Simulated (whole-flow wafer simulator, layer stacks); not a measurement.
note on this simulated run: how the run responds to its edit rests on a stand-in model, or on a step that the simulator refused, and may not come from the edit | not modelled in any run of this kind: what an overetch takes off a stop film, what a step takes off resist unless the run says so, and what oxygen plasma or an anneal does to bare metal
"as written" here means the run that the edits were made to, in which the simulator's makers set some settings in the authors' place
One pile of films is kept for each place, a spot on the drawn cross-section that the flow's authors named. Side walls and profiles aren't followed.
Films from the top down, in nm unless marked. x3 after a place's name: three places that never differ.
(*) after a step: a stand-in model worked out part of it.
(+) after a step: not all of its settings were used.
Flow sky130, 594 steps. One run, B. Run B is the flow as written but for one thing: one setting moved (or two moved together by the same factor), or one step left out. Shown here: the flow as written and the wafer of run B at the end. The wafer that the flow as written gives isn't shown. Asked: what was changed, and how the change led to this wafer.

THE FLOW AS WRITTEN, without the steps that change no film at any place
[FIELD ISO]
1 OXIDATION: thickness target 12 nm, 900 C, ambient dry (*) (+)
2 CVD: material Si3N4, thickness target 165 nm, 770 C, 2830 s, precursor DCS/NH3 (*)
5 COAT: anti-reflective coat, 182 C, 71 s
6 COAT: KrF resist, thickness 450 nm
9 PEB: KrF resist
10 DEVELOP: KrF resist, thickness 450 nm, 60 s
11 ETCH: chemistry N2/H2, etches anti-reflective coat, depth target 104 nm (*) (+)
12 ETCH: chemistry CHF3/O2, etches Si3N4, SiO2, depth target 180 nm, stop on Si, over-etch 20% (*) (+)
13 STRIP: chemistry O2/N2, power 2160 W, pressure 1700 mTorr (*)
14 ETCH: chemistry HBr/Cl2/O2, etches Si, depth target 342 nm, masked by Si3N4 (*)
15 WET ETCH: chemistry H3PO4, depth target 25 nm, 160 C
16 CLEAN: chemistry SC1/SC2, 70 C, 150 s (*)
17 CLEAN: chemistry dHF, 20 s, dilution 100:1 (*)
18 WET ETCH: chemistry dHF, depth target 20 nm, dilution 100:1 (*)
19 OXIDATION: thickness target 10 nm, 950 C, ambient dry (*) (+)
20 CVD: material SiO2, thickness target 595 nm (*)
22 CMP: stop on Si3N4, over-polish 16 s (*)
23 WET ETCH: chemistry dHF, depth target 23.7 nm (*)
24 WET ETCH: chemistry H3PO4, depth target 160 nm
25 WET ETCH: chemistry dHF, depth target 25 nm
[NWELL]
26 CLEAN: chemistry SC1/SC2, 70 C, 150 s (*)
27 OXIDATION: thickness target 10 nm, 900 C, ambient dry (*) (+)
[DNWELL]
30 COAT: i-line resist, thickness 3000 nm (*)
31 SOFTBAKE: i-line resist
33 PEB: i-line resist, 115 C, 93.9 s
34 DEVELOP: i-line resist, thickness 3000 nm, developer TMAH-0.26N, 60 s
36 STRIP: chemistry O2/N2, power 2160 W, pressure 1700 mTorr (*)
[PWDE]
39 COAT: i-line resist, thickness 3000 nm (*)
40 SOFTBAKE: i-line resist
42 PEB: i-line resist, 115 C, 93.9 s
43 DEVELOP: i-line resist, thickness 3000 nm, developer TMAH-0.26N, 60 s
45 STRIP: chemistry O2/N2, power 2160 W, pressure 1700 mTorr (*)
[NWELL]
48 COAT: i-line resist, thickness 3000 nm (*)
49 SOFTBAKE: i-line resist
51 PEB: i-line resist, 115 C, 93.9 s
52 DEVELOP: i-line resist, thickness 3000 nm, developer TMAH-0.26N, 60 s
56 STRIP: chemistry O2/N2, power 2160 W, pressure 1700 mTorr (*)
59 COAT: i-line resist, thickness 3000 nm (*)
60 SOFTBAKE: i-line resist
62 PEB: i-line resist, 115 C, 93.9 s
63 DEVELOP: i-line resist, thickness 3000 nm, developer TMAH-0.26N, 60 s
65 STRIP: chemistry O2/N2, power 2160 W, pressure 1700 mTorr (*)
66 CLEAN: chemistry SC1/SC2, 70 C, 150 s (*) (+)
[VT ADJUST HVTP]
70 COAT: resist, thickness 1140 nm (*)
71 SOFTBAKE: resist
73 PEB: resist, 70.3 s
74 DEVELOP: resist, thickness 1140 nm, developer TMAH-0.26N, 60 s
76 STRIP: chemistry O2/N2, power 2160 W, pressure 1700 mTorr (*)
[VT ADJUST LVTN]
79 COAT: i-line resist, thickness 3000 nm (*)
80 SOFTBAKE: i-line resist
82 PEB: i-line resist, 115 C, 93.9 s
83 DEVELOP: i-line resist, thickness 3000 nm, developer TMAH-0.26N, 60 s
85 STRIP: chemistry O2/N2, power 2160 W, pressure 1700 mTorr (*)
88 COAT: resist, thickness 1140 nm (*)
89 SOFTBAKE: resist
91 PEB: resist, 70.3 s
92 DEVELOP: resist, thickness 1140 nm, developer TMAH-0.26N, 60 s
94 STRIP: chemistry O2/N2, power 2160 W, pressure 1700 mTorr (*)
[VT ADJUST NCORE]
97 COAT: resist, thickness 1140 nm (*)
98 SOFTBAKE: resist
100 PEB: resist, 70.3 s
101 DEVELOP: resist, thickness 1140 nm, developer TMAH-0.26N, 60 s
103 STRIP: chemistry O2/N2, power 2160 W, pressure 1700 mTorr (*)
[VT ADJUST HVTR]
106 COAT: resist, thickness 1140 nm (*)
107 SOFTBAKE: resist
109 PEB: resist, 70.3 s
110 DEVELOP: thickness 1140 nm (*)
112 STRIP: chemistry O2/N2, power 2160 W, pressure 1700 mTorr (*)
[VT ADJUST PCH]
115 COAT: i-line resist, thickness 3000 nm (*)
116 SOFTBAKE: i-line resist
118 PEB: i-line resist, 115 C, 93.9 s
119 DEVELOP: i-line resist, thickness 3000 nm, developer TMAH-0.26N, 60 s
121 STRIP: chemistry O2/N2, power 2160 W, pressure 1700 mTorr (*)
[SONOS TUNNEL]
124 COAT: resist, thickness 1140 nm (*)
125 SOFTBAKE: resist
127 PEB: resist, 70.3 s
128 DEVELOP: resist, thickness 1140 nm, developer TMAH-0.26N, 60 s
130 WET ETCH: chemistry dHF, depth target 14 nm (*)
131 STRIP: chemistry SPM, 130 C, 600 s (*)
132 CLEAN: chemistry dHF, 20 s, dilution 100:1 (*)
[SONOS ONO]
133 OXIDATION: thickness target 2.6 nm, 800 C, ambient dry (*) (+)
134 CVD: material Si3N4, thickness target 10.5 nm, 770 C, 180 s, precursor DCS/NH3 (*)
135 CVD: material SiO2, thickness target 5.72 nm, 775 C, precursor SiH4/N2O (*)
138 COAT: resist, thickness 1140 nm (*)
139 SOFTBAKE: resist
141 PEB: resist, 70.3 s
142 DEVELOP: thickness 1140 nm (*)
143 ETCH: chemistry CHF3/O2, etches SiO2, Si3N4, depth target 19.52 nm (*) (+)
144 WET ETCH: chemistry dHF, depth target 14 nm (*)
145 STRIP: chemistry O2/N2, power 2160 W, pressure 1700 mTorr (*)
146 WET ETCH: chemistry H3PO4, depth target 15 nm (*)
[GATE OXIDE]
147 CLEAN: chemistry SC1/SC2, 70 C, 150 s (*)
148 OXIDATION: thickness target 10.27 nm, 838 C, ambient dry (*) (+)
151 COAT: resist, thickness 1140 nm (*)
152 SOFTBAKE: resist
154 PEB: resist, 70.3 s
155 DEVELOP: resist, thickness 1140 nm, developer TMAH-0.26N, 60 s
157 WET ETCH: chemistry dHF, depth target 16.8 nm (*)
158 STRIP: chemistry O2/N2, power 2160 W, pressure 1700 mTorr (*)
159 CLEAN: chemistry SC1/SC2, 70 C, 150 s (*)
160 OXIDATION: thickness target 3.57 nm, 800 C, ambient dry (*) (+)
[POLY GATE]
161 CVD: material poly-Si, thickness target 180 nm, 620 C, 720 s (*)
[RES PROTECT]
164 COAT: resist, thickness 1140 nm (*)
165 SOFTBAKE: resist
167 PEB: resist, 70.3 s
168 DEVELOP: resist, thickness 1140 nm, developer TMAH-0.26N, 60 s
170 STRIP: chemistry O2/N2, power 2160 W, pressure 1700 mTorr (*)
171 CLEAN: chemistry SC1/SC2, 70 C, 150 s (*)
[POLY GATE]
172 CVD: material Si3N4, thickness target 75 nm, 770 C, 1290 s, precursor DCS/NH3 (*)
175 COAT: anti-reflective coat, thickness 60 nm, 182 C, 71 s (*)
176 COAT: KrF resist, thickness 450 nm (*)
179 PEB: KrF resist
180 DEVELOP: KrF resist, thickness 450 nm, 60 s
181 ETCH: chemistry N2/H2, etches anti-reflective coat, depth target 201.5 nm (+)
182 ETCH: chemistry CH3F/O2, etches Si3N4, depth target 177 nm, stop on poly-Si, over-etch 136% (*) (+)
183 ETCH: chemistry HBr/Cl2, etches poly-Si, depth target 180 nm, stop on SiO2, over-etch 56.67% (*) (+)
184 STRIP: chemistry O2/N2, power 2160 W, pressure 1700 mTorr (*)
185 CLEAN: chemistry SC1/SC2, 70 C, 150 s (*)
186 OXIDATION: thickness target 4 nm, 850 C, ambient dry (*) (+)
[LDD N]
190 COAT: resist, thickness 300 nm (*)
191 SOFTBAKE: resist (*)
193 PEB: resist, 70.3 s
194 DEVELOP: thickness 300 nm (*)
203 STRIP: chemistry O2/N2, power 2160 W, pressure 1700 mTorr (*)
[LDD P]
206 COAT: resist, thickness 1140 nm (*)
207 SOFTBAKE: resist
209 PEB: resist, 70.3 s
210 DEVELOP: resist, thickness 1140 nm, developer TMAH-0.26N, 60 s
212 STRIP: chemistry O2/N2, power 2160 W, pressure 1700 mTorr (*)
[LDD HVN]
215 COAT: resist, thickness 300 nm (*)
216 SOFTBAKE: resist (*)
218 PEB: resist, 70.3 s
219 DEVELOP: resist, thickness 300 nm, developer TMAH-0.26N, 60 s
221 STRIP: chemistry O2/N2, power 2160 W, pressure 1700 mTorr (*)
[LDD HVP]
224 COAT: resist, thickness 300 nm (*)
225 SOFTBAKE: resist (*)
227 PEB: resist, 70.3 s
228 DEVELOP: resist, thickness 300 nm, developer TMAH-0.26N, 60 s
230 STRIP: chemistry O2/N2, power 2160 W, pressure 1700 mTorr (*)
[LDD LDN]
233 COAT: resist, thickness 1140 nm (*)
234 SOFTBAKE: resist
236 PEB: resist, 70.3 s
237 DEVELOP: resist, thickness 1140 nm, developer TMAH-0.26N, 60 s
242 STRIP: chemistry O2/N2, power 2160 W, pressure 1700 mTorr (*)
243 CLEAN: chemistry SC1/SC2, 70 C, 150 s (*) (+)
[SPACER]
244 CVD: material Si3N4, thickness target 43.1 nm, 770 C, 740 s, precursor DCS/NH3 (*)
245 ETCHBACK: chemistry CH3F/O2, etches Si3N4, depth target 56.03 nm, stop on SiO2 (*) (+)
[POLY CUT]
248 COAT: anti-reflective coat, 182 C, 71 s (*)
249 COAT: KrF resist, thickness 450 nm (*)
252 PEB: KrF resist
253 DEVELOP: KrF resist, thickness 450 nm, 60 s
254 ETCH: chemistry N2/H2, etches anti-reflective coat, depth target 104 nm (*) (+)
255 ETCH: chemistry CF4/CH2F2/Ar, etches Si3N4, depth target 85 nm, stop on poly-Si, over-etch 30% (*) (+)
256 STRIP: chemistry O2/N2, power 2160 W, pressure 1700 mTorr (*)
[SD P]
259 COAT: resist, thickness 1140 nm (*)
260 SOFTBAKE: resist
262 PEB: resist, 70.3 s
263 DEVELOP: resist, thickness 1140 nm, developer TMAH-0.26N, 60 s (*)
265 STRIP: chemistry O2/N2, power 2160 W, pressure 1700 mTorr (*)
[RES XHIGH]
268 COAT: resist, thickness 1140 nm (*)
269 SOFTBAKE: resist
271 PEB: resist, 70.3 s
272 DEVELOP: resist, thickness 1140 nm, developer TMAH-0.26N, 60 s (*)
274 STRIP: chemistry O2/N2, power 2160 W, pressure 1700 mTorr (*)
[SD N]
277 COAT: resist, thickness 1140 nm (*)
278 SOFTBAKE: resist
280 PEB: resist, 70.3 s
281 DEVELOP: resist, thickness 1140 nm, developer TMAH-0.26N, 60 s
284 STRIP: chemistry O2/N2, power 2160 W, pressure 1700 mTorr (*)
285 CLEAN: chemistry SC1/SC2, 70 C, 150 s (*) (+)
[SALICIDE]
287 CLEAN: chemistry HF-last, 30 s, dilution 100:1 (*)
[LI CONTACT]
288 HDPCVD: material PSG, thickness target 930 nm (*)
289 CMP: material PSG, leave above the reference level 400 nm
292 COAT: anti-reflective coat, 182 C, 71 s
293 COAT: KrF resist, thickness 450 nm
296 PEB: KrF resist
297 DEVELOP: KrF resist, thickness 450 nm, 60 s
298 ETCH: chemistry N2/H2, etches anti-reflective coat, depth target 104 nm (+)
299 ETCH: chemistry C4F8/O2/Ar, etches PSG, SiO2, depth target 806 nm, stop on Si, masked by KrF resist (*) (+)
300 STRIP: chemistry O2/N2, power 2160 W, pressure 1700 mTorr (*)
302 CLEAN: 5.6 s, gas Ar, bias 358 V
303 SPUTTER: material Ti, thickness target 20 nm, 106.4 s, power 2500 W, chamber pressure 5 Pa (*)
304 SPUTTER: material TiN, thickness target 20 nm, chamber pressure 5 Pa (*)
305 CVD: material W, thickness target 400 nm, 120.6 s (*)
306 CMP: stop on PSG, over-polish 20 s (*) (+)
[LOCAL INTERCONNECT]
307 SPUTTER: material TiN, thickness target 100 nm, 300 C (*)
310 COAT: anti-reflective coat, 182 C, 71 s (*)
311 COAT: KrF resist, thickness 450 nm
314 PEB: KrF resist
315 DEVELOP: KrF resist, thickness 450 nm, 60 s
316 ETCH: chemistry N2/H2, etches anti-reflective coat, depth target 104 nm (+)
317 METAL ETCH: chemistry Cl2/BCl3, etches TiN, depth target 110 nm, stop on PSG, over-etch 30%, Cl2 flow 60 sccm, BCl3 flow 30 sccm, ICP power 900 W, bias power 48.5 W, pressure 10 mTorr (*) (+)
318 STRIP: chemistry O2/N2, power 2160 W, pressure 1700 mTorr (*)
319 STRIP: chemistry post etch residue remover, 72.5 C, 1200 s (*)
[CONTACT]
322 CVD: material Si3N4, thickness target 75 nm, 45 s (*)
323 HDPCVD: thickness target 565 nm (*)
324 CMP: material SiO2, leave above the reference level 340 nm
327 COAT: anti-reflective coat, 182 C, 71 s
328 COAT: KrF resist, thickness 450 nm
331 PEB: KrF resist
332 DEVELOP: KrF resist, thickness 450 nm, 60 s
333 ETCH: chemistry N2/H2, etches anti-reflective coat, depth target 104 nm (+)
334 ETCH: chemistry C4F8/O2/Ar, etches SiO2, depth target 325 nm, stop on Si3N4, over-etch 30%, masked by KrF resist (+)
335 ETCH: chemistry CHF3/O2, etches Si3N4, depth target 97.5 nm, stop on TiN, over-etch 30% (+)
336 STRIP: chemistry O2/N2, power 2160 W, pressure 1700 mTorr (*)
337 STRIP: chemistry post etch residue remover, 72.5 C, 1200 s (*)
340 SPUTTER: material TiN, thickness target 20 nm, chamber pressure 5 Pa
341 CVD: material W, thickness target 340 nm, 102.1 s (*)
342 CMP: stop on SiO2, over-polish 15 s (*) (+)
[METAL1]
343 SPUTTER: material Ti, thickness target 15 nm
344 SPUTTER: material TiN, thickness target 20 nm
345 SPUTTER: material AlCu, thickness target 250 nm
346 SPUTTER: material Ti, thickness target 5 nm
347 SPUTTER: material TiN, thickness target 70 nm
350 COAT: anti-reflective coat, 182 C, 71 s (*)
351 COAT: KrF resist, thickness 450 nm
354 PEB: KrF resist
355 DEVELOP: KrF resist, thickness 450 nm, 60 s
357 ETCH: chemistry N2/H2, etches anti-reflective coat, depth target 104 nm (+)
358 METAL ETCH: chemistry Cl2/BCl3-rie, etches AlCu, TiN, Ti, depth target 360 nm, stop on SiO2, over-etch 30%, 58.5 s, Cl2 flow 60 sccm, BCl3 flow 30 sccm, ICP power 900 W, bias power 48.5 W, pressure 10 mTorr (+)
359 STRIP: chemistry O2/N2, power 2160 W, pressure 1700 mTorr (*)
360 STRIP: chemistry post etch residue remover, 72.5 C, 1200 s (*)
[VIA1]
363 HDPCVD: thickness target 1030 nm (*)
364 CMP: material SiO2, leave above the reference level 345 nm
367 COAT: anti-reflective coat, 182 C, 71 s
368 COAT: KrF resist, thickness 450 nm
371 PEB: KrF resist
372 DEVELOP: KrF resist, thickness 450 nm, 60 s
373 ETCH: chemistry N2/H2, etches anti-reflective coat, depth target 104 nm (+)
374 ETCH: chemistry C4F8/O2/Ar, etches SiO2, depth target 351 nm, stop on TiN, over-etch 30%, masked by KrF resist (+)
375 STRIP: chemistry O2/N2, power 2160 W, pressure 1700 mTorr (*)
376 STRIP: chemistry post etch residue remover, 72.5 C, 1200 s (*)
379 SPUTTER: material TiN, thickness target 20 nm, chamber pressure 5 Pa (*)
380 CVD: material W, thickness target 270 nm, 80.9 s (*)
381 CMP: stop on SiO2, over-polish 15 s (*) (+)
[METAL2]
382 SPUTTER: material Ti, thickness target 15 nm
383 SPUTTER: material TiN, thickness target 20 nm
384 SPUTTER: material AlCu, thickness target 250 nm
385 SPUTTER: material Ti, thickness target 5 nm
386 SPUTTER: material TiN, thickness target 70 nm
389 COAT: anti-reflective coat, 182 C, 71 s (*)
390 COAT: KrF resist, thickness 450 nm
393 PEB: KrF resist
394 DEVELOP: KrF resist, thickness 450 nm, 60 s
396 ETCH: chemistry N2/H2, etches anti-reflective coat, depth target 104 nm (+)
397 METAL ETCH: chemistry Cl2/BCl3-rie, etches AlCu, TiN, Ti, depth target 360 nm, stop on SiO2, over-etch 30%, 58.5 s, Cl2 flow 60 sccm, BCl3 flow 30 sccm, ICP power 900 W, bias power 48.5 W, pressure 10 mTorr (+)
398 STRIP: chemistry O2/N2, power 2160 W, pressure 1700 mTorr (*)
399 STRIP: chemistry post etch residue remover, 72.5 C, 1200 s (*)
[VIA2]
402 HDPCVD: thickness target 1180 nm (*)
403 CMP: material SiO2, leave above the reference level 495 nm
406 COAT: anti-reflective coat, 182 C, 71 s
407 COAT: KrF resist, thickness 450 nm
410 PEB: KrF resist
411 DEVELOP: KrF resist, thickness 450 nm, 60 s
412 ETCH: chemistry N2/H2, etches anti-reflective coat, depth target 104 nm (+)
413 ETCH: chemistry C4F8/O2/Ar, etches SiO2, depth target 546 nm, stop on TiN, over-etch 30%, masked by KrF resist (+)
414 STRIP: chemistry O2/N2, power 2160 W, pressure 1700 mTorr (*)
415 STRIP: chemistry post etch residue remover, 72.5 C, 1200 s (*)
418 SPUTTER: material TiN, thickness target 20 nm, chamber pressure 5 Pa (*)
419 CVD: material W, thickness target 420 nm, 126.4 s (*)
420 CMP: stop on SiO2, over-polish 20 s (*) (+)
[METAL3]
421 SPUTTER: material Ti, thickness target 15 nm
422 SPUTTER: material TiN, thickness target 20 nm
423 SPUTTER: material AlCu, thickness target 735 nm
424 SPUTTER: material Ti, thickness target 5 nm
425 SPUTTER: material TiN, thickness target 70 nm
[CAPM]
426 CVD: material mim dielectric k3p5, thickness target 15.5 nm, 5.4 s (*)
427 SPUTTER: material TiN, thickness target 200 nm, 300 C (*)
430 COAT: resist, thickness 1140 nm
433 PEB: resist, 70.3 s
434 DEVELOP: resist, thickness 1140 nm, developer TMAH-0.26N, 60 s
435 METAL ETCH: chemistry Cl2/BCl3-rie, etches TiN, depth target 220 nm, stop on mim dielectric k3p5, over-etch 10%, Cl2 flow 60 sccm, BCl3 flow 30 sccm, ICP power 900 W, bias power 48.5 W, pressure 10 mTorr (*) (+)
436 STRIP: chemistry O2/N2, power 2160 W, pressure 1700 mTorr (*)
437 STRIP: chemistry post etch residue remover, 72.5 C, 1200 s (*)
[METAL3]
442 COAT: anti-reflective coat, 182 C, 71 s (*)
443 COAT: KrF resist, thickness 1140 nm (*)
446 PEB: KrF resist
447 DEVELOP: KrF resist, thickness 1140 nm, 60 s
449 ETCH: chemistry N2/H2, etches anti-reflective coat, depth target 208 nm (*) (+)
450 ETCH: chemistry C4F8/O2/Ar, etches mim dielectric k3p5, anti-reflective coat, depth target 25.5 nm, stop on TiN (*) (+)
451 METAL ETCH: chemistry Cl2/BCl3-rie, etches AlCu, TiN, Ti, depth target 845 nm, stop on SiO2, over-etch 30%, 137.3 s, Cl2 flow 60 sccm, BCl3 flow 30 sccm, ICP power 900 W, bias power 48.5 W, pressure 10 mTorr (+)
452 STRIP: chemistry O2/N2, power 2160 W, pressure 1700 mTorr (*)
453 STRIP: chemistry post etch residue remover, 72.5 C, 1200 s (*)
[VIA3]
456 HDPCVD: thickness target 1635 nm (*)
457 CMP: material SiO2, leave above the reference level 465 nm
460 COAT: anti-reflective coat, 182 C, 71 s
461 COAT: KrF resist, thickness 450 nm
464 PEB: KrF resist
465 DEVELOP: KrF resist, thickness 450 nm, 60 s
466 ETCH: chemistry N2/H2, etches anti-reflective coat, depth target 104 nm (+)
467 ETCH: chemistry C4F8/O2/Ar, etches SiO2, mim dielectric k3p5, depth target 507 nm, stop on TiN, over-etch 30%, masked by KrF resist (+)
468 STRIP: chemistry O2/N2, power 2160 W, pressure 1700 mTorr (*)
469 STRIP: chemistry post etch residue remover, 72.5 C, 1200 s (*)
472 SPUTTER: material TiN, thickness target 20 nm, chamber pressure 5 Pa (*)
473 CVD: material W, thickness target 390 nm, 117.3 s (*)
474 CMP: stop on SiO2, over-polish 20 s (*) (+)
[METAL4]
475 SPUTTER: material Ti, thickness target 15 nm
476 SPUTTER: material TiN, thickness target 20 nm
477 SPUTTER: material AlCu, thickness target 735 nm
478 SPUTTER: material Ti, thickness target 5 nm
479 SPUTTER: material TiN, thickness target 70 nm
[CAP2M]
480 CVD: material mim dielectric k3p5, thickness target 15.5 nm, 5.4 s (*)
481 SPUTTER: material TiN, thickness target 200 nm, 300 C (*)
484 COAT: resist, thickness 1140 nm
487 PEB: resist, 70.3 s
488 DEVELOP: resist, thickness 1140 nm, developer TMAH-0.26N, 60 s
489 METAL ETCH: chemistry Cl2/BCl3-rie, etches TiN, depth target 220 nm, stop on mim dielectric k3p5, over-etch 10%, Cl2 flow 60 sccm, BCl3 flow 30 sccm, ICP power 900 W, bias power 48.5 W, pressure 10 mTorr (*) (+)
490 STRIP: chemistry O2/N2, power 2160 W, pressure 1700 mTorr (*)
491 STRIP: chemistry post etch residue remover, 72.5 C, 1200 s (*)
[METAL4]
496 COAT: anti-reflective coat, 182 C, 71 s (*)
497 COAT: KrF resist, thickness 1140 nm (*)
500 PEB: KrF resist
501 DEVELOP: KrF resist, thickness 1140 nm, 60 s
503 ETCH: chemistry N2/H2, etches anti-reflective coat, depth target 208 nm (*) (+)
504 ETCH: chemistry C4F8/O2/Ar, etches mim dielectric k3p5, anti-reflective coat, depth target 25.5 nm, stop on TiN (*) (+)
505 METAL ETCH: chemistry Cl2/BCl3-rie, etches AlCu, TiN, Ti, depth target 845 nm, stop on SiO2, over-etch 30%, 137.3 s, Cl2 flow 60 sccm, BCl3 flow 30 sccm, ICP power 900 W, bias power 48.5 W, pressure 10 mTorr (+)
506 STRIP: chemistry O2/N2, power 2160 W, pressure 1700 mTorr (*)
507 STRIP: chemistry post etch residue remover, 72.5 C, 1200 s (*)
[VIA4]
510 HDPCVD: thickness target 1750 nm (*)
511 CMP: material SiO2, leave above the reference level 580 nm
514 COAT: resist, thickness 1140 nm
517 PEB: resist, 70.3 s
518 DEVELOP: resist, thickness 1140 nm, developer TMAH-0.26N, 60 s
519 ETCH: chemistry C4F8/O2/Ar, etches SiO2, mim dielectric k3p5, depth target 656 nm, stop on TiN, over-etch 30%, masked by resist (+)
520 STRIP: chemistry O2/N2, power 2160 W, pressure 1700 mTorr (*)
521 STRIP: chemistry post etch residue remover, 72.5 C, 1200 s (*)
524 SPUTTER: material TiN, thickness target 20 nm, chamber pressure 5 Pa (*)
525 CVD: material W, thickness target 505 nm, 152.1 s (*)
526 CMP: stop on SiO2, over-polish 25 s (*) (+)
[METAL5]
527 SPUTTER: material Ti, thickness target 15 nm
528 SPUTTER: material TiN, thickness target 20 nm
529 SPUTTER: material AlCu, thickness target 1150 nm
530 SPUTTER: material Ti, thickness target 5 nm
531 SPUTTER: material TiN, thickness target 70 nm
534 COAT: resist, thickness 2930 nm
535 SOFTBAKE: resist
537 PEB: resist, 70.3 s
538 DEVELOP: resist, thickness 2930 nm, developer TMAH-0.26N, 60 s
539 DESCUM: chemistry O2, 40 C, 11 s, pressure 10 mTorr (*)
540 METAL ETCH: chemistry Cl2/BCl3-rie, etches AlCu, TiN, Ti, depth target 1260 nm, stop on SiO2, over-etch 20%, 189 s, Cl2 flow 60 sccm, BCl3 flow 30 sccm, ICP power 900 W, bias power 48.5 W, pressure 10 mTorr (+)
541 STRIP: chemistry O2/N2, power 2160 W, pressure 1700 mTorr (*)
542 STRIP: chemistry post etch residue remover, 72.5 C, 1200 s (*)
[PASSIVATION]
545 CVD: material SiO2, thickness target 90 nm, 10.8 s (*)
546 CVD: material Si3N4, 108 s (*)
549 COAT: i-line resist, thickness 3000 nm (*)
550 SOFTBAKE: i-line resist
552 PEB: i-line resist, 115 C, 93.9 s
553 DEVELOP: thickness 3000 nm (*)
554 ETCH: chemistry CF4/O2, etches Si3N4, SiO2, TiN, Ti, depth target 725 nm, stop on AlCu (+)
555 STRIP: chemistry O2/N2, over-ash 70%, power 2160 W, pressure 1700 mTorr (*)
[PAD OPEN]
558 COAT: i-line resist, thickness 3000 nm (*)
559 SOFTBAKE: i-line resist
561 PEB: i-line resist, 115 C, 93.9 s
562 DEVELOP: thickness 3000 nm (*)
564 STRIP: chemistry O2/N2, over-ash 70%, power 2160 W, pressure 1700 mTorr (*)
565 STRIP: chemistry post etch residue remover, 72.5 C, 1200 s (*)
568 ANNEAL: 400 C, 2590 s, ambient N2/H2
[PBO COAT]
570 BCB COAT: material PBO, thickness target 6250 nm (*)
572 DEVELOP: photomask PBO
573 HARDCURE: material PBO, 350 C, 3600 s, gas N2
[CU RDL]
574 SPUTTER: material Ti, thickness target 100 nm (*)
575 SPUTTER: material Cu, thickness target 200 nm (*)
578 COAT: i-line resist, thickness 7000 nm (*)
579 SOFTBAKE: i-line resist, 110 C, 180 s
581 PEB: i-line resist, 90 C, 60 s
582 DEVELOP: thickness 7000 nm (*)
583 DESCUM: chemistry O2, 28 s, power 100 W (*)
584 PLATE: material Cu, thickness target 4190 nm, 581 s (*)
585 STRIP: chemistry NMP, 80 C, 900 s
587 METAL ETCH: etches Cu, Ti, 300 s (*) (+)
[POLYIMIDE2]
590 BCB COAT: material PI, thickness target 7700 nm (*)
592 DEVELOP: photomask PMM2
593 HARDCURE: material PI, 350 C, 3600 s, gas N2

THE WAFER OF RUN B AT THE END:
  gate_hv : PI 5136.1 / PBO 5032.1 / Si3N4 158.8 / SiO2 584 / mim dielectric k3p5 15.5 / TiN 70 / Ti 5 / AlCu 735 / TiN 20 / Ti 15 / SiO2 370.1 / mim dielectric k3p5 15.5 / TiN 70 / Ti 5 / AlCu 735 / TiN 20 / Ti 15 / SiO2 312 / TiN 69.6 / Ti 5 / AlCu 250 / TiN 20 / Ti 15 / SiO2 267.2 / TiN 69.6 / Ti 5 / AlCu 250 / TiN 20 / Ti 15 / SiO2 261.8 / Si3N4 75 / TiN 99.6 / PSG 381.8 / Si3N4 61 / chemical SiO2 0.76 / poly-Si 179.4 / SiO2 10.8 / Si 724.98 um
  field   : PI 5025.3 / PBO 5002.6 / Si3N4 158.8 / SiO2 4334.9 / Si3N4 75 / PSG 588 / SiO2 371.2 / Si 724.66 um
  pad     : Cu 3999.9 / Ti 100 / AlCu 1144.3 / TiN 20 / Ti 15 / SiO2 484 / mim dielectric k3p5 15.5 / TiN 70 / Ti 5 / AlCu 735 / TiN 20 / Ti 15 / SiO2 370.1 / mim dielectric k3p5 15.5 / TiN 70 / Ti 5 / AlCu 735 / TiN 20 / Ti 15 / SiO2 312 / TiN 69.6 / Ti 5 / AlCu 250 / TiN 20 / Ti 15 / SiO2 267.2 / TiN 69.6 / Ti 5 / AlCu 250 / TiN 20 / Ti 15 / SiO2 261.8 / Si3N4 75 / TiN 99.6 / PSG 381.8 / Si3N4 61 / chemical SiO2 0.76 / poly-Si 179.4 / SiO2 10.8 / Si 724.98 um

The cause: step 403, CMP: leave above the reference level 391 nm was run, where the flow has leave above the reference level 495 nm.

How the change led to this, step by step:
  403 CMP: material SiO2, leave above the reference level 495 nm
      n_well, p_well, gate_hv and 101 more: SiO2 -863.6 (as written it would be: SiO2 -759.6)
      field, active, gate and 82 more: SiO2 -493.1 (as written it would be: SiO2 -389.1)
      (and at 2 more places)
  413 ETCH: chemistry C4F8/O2/Ar, etches SiO2, depth target 546 nm, stop on TiN, over-etch 30%, masked by KrF resist (+)
      field, active, n_well and 186 more: KrF resist -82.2 (as written it would be: KrF resist -109.2)
      m1: SiO2 -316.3 (all of it) (as written it would be: SiO2 -420.3 (all of it))
      (and at 1 more place)
  414 STRIP: chemistry O2/N2, power 2160 W, pressure 1700 mTorr (*)
      field, active, n_well and 186 more: KrF resist -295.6 (all of it), anti-reflective coat -80 (all of it) (as written it would be: KrF resist -268.6 (all of it), anti-reflective coat -80 (all of it))
  418 SPUTTER: material TiN, thickness target 20 nm, chamber pressure 5 Pa (*)
      m1, via2_hole: TiN +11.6 (as written it would be: TiN +10.2)
  419 CVD: material W, thickness target 420 nm, 126.4 s (*)
      m1: W +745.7 (new film) (as written it would be: W +851.1 (new film))
      via2_hole: W +745.2 (new film) (as written it would be: W +850.7 (new film))
